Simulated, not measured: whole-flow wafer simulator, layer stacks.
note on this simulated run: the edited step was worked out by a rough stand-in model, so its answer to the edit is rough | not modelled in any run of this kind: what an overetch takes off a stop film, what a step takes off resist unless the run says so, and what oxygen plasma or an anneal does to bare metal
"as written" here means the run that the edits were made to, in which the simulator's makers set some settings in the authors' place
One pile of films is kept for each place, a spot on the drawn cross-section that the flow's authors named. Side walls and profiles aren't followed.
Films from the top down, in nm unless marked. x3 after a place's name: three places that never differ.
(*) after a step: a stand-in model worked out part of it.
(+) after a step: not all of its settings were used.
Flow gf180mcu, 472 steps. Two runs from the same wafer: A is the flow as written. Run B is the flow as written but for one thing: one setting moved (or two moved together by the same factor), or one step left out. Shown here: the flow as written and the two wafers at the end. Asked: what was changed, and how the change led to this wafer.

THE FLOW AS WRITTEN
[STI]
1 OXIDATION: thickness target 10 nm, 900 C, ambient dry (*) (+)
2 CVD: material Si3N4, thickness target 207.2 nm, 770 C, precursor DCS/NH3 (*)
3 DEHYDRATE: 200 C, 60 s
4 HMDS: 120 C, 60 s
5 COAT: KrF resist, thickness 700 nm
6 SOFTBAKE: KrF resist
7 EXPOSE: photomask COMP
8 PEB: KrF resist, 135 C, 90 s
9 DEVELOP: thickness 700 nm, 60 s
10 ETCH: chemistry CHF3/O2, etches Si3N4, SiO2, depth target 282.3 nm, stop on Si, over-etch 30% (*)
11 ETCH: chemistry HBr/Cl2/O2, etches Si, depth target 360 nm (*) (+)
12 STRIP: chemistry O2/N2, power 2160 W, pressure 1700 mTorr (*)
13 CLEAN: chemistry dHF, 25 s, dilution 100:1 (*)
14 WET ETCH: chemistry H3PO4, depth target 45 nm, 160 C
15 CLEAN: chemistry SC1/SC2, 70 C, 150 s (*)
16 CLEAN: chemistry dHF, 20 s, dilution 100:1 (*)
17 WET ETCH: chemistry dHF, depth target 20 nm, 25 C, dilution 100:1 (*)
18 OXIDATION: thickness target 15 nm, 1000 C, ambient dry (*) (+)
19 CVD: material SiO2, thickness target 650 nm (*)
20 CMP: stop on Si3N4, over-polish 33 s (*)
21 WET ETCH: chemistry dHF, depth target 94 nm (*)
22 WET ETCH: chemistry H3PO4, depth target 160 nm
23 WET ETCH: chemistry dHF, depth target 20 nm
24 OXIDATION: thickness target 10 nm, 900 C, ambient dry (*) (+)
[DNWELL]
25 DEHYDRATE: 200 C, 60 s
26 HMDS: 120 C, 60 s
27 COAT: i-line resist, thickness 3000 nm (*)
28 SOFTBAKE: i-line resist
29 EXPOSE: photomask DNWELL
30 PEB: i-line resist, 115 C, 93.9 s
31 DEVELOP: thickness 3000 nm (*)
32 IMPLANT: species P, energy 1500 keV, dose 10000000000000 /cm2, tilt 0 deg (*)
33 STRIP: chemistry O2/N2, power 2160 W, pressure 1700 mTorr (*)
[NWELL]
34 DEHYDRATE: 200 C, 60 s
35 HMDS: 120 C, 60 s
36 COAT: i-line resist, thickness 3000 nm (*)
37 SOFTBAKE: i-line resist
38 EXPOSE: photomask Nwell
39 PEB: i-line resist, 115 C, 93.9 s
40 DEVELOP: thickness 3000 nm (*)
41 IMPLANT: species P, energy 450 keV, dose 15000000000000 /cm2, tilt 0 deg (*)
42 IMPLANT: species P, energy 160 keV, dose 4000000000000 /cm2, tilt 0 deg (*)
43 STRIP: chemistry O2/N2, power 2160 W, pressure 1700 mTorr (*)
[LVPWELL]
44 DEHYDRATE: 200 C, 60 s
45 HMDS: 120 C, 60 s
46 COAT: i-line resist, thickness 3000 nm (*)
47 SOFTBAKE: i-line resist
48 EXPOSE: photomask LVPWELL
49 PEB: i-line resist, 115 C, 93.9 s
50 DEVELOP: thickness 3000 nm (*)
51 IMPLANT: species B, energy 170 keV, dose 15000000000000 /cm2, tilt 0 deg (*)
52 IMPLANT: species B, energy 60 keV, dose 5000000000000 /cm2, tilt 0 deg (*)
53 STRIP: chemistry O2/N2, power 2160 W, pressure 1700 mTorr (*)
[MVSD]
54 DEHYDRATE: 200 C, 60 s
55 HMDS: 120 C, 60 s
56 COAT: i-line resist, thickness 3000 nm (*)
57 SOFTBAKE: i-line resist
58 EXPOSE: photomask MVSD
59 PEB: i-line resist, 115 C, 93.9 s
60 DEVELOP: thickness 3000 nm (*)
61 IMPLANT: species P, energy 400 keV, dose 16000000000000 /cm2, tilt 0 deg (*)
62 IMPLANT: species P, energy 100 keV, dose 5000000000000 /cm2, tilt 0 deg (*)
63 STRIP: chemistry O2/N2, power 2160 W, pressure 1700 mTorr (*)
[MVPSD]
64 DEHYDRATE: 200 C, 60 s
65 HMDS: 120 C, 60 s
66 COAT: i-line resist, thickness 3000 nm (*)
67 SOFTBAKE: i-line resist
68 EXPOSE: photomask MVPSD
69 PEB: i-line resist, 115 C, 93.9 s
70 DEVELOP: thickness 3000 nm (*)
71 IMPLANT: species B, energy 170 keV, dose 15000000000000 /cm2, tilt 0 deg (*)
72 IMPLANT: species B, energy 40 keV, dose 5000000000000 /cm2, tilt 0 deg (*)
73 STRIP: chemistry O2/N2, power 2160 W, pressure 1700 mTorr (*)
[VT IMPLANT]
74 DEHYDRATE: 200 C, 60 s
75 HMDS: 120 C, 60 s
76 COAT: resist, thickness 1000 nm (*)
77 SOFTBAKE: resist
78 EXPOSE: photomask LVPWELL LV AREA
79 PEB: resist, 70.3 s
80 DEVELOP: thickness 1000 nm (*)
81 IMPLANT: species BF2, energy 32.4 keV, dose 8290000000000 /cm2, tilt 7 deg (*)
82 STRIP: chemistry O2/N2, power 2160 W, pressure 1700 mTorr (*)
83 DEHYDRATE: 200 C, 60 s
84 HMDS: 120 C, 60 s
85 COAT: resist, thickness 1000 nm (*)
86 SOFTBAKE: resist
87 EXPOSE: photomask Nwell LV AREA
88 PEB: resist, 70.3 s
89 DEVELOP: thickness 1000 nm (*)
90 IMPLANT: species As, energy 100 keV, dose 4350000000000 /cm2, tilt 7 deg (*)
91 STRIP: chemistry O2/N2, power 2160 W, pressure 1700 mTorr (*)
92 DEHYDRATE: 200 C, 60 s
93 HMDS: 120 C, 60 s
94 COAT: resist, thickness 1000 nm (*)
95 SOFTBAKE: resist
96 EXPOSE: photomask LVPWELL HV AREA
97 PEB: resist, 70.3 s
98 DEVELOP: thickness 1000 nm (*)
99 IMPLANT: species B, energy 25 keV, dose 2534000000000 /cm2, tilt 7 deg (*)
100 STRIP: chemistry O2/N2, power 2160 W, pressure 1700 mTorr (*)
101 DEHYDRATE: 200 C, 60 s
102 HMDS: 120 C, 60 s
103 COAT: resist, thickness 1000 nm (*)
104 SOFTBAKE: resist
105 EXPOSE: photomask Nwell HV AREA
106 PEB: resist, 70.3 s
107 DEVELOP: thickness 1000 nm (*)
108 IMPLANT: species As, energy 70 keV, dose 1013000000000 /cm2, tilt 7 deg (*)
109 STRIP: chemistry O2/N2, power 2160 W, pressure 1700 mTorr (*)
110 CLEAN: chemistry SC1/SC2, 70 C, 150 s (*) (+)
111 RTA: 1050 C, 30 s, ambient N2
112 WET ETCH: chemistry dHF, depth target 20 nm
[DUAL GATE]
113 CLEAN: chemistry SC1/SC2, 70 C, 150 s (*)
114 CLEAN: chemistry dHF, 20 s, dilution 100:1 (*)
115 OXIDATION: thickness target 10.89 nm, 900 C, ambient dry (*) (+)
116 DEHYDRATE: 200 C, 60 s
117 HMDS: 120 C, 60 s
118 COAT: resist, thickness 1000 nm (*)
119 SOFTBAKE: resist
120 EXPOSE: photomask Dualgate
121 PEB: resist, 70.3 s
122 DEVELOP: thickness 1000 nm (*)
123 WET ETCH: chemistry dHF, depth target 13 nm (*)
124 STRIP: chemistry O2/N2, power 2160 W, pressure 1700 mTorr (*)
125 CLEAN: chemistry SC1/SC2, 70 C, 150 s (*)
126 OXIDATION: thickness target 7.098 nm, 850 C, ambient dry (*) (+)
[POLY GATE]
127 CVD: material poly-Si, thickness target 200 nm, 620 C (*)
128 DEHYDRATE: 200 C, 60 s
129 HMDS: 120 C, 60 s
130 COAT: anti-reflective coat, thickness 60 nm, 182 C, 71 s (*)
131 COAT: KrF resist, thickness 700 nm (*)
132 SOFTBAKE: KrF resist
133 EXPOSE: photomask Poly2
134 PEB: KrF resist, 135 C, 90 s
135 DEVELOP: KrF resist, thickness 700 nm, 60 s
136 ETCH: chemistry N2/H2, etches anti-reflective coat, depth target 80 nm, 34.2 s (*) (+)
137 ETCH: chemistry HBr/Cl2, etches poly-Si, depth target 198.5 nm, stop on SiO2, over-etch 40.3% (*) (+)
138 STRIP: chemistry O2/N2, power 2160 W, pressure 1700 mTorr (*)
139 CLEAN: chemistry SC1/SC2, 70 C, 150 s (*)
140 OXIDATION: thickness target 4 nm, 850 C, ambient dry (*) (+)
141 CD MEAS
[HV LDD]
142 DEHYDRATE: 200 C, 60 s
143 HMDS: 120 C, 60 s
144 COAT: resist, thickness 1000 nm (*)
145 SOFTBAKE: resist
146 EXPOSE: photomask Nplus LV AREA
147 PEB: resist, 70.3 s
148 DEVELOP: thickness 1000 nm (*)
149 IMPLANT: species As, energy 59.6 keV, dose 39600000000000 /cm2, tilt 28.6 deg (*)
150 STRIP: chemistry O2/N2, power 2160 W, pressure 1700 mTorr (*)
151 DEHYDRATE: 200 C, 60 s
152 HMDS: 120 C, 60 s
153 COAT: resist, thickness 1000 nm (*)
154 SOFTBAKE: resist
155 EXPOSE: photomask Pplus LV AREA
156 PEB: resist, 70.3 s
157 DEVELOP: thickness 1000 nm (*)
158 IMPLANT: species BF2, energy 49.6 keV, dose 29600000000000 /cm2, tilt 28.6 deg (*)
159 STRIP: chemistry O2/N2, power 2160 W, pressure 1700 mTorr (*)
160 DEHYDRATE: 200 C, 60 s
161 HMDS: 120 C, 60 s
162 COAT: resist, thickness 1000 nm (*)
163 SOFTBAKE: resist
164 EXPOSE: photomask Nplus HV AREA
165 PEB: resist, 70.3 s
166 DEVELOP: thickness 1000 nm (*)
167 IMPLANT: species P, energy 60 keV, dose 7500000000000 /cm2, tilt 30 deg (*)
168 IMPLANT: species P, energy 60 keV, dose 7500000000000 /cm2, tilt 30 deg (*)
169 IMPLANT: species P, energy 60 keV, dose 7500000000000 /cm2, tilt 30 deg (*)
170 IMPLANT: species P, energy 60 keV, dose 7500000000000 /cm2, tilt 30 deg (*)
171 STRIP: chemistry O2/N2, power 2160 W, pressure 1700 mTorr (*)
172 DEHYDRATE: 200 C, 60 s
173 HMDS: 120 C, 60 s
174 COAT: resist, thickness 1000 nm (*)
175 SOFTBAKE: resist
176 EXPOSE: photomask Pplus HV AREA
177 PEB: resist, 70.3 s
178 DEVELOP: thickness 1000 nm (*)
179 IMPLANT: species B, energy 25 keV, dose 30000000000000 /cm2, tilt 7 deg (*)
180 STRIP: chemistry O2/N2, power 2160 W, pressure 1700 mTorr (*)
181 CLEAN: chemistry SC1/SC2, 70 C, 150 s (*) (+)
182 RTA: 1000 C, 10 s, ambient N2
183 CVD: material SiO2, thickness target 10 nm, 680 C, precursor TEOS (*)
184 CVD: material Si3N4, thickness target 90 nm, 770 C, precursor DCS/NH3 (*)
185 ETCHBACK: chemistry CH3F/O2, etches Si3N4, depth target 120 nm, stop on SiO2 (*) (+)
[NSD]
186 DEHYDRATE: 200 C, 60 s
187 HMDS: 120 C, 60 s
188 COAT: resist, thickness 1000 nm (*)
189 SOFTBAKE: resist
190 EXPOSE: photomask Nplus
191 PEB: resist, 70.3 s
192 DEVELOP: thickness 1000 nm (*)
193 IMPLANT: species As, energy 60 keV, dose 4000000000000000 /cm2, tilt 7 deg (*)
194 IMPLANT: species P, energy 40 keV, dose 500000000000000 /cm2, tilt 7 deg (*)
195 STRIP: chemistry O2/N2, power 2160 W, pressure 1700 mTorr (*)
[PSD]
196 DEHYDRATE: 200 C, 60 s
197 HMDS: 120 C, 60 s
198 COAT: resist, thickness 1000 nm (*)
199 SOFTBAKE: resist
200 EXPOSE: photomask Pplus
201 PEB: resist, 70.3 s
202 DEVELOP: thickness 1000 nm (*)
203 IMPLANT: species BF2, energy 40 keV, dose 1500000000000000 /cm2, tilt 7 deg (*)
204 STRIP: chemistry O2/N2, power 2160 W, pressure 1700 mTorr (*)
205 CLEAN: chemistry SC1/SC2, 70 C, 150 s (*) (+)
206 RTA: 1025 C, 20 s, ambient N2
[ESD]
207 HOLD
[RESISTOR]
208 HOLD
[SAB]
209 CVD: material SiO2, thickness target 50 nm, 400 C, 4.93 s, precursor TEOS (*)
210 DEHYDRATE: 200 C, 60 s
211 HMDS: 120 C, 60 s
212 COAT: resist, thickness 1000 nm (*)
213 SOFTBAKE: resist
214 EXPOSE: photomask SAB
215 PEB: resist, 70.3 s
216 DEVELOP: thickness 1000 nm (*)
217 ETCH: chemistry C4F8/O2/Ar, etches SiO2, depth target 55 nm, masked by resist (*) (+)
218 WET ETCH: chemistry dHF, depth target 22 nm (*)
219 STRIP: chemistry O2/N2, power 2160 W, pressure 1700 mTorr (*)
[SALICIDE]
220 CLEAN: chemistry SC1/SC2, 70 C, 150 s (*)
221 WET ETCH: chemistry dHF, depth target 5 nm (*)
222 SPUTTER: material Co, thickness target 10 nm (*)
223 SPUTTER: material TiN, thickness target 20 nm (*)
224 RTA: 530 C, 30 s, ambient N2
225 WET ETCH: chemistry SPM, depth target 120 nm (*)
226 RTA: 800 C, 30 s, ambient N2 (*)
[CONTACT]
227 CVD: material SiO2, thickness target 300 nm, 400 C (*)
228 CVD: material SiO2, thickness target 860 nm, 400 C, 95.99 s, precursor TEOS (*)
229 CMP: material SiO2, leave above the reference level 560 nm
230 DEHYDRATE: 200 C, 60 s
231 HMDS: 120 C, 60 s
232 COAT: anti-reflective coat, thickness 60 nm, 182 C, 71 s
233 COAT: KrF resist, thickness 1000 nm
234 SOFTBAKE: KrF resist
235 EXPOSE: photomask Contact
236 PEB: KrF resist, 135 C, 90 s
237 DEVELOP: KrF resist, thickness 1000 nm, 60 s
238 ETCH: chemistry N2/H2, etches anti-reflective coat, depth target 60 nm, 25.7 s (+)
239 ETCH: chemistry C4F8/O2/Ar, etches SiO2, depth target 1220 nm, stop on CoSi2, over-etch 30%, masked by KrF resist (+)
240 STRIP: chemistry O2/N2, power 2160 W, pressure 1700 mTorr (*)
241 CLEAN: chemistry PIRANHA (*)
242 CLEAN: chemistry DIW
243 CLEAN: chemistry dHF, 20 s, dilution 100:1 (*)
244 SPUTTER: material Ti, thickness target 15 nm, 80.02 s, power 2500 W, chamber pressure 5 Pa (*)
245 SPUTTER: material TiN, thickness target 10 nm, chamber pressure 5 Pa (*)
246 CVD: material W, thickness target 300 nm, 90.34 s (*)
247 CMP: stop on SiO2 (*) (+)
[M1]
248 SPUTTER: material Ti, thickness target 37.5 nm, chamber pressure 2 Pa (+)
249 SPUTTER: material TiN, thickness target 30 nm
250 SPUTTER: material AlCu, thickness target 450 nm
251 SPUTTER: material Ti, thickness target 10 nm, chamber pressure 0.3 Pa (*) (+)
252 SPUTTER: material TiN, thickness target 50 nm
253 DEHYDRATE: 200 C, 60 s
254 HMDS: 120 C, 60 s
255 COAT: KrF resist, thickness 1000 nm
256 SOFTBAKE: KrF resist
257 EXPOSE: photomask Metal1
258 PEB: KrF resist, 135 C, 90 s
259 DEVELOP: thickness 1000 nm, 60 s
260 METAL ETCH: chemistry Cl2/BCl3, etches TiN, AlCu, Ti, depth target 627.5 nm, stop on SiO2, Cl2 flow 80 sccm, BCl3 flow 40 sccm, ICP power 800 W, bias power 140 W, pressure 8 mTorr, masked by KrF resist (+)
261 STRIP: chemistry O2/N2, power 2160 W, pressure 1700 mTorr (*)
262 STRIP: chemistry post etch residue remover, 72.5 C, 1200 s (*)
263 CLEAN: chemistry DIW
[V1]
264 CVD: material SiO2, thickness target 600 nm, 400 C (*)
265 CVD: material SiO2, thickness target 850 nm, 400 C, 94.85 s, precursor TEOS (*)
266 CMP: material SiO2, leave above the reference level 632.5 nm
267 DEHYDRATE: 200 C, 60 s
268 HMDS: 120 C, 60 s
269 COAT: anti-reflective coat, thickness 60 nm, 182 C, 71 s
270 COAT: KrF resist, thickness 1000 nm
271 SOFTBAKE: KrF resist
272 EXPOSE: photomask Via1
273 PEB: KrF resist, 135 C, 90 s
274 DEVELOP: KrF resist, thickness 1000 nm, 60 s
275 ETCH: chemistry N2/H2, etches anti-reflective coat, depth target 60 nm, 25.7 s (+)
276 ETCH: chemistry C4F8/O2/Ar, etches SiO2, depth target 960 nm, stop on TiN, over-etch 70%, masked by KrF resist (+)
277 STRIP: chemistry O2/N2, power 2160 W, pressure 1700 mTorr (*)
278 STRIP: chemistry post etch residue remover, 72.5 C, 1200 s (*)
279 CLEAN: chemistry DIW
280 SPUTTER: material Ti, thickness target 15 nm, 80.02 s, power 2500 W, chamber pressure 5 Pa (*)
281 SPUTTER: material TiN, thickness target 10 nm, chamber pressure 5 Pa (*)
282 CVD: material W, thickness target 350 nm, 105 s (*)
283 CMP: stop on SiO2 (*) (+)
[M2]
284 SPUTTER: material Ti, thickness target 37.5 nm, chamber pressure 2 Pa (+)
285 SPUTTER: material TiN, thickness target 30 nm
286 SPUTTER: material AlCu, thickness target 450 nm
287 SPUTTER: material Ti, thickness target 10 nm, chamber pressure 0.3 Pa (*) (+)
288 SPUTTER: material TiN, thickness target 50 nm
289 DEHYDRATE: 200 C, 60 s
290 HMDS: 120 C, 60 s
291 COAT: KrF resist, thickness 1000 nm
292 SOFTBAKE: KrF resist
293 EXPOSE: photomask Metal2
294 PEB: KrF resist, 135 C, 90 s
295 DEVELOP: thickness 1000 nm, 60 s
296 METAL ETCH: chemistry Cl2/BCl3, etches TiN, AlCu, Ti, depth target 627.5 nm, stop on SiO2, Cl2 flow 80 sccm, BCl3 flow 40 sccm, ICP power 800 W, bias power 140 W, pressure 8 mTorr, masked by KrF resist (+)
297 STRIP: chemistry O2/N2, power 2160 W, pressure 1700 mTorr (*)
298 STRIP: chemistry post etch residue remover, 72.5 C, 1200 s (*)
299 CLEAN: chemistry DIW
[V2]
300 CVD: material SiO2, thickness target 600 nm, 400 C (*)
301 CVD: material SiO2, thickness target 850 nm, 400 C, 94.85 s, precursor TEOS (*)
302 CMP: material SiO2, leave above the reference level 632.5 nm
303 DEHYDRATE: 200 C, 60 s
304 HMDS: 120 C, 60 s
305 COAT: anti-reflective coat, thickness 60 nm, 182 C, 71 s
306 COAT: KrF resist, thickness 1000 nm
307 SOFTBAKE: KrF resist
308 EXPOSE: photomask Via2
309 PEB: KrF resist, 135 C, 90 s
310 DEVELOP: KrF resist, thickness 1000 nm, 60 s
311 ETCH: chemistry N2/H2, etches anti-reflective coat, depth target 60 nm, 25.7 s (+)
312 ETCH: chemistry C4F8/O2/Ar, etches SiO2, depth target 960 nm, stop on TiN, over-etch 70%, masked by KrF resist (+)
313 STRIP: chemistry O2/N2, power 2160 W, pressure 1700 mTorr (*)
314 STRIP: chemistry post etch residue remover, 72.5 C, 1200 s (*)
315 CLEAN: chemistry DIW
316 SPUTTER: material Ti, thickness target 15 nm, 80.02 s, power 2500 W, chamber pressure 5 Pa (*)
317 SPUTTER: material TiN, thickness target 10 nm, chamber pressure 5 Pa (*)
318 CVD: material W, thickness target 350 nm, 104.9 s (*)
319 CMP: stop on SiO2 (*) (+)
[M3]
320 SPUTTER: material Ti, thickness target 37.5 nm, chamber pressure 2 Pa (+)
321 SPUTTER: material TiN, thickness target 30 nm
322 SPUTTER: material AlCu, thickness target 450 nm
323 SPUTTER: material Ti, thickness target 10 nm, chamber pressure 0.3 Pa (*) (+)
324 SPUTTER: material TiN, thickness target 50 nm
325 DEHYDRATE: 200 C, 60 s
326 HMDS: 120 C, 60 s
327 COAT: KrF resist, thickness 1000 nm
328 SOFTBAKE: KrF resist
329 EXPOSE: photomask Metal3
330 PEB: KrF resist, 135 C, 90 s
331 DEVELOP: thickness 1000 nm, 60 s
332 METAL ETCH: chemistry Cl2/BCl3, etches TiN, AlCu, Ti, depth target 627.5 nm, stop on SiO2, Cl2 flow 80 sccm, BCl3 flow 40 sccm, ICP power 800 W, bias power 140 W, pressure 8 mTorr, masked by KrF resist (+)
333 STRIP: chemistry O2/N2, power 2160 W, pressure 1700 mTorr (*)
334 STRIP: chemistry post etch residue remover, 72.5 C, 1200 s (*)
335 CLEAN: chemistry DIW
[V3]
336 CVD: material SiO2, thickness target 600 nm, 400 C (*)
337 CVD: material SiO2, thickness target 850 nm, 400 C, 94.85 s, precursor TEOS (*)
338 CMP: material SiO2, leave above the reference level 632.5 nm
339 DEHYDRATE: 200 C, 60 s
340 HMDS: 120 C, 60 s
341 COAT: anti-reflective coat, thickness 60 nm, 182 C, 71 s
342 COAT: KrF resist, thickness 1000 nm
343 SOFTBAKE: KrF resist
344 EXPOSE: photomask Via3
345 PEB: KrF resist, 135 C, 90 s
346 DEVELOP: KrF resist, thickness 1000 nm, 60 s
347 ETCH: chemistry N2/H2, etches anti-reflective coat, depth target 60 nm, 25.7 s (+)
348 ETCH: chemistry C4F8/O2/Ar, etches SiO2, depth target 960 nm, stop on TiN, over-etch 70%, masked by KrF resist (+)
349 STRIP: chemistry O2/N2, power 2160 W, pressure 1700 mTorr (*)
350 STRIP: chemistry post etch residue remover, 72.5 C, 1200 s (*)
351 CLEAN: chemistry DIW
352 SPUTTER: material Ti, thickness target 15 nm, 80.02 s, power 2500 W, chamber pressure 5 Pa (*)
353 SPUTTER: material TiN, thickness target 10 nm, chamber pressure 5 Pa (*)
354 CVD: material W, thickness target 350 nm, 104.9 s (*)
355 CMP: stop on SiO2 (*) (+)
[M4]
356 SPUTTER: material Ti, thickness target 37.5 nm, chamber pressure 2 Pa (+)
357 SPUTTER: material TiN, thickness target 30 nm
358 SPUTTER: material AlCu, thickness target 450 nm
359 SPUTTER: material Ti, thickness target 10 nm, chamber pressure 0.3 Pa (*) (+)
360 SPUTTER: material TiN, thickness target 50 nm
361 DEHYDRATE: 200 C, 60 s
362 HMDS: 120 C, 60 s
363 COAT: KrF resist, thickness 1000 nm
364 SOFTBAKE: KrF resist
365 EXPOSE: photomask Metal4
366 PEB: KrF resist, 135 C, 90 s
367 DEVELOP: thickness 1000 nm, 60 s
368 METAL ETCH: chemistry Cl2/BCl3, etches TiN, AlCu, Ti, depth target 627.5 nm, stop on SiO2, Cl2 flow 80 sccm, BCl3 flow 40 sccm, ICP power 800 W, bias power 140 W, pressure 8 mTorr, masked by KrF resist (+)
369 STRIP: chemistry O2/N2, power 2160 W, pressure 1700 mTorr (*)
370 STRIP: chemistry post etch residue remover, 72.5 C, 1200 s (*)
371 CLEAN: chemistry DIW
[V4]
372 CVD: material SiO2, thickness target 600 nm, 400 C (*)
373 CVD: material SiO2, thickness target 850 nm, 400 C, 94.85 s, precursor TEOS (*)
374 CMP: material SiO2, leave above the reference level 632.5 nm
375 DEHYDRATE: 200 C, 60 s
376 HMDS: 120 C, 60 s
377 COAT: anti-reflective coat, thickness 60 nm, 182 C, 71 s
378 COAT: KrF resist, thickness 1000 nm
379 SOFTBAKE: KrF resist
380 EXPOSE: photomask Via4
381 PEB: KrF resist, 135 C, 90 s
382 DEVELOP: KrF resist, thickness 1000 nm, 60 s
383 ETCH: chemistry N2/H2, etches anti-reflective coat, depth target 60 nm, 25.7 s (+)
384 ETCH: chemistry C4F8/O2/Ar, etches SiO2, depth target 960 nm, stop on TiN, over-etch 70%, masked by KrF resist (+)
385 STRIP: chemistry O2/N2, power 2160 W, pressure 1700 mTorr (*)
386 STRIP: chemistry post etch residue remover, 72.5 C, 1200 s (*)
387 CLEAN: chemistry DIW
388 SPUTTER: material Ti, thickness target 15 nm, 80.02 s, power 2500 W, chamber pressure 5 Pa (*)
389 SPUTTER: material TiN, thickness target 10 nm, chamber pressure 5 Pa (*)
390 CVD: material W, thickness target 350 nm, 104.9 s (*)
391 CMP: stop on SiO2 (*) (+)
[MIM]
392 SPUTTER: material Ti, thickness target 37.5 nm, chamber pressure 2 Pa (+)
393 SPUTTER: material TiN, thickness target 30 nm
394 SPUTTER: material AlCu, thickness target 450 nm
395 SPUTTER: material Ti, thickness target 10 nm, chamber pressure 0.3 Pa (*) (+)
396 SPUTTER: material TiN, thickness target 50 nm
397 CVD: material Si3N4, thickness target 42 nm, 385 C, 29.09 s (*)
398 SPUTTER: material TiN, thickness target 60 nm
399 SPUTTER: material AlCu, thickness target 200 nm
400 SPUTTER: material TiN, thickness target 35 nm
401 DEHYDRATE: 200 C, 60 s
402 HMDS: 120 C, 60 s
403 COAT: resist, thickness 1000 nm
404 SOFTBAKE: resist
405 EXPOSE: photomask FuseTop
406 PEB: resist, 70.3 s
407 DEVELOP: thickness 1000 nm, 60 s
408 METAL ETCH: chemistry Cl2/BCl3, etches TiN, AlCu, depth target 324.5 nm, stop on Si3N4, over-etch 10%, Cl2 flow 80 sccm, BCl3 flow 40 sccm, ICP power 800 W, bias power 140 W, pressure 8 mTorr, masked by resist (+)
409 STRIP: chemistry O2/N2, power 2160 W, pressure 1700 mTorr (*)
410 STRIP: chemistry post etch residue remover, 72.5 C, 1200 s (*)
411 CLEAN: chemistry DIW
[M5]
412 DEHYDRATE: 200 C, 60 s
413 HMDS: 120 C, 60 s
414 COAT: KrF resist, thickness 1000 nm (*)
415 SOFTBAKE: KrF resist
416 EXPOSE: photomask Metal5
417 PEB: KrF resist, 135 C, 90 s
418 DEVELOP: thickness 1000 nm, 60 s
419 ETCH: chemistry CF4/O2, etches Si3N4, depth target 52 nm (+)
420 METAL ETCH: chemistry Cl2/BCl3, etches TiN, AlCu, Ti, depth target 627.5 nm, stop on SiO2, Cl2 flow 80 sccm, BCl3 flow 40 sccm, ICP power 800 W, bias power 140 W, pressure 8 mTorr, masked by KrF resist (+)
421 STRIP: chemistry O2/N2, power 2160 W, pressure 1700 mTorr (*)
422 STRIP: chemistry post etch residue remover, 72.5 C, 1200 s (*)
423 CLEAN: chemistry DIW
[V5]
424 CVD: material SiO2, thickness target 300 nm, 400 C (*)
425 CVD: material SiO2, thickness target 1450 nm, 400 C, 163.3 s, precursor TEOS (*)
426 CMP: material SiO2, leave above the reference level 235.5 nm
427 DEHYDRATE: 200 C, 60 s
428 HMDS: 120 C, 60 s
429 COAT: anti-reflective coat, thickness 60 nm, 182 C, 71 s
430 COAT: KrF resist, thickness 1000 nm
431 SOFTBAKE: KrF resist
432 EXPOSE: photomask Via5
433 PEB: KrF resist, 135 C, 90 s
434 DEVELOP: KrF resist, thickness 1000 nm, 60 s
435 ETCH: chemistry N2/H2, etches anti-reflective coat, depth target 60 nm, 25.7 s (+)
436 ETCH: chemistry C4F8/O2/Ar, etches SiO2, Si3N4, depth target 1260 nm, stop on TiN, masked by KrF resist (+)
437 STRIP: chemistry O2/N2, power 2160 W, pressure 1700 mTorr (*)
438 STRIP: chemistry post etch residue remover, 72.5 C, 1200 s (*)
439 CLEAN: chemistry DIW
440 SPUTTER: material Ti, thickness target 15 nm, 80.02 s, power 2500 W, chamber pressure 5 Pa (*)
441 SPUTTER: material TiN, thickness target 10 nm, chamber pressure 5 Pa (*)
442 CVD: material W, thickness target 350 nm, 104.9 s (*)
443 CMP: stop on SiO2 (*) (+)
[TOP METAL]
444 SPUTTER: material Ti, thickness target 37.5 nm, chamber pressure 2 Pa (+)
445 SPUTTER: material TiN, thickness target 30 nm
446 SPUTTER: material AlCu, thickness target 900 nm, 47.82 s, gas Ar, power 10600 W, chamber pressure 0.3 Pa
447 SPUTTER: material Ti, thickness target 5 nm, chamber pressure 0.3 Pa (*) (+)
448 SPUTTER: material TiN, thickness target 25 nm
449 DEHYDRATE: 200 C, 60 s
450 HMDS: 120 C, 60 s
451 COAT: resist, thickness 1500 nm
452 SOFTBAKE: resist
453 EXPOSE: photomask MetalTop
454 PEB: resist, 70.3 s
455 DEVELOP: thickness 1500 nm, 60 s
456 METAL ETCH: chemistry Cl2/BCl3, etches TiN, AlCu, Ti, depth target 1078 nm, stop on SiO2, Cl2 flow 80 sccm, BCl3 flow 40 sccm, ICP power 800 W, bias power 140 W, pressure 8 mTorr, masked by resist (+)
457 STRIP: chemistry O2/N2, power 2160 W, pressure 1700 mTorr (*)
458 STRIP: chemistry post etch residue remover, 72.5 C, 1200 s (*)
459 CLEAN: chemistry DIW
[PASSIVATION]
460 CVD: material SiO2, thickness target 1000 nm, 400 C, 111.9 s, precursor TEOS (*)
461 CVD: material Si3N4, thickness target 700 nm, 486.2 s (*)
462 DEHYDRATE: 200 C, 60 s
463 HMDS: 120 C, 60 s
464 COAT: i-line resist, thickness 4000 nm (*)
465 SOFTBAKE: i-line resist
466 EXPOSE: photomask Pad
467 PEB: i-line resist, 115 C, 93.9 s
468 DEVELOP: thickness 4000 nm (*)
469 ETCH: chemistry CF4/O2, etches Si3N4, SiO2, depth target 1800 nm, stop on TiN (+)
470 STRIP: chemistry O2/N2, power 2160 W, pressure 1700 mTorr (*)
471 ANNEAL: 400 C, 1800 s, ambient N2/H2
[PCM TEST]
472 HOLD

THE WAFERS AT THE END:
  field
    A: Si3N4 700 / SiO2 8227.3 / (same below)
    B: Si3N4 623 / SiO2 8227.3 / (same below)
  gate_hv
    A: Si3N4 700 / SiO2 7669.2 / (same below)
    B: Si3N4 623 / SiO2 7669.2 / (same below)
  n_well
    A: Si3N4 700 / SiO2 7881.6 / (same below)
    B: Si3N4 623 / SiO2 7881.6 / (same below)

The cause: step 461, CVD: thickness target 623 nm was run, where the flow has thickness target 700 nm; step 461, CVD: 432.7 s was run, where the flow has 486.2 s.
It can be read off the wafer: field has Si3N4 623, and step 461 as written asks for 700 nm.

How the change led to this, step by step:
  461 CVD: material Si3N4, thickness target 700 nm, 486.2 s (*)
      field, field__w1, field__w2 and 109 more: A Si3N4 +700 (new film) | B Si3N4 +623 (new film)
  469 ETCH: chemistry CF4/O2, etches Si3N4, SiO2, depth target 1800 nm, stop on TiN (+)
      pad: A Si3N4 -700 (all of it), SiO2 -1000 (all of it) | B Si3N4 -623 (all of it), SiO2 -1000 (all of it)
